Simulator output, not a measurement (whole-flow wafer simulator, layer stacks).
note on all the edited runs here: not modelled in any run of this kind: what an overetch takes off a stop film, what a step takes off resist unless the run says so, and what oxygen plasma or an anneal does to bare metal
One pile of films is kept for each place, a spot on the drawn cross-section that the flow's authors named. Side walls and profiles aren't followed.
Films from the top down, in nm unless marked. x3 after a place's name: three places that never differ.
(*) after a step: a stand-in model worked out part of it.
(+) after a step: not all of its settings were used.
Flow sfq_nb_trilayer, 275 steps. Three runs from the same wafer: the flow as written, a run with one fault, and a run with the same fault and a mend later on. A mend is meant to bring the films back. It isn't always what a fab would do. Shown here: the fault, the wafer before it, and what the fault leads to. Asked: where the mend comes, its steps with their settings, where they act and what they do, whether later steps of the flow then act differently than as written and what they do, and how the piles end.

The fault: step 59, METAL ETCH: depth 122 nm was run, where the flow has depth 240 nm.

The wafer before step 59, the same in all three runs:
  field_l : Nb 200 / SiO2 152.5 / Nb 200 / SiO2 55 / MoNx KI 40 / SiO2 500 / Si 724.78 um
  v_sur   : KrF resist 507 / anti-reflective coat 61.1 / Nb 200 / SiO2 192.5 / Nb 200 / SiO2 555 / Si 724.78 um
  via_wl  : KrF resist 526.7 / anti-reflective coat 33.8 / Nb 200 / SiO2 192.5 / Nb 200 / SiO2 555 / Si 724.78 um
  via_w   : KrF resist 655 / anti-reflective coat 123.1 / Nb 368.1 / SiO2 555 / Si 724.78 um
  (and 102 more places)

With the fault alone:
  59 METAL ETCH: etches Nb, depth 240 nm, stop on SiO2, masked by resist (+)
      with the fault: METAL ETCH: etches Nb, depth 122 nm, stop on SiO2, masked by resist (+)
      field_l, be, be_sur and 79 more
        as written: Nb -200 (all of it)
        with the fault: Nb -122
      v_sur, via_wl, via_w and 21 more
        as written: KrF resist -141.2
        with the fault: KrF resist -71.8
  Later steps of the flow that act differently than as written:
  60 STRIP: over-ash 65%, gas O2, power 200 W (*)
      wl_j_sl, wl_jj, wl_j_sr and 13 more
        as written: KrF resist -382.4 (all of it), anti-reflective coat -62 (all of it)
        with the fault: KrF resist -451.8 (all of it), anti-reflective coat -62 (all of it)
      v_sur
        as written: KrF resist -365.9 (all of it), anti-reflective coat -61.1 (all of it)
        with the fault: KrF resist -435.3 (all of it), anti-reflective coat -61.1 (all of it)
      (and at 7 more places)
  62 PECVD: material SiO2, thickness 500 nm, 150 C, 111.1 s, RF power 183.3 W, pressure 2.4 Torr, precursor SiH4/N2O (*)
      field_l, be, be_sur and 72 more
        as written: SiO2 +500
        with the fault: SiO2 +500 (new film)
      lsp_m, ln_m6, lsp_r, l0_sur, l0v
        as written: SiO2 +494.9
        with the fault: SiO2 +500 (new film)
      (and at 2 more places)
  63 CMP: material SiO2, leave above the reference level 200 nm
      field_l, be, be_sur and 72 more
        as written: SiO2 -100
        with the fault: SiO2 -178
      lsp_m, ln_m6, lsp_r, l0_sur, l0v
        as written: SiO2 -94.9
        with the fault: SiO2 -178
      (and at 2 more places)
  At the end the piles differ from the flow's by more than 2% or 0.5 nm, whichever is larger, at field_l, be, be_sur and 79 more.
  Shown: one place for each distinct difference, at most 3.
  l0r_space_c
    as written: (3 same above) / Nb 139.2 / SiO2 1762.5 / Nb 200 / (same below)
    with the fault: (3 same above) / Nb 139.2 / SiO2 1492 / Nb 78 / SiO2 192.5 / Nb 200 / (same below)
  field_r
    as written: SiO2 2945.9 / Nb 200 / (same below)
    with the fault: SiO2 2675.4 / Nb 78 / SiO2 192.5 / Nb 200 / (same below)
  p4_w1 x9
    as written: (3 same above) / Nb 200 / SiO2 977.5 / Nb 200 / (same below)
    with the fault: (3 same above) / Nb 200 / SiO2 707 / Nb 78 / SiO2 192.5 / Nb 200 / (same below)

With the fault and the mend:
  The mend comes after step 59.
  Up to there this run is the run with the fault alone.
  59a METAL ETCH: etches Nb, depth 118 nm, stop on SiO2, masked by resist (+) (the flow's step 59 once more, with other settings)
      field_l, be, be_sur and 79 more
        Nb -78 (all of it)
      v_sur, via_wl, via_w and 21 more
        KrF resist -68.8
  No later step of the flow acts differently than as written, at any place that is followed, by more than 2% or 0.5 nm, whichever is larger.
  At the end the piles are the same as the flow's at every place that both follow.
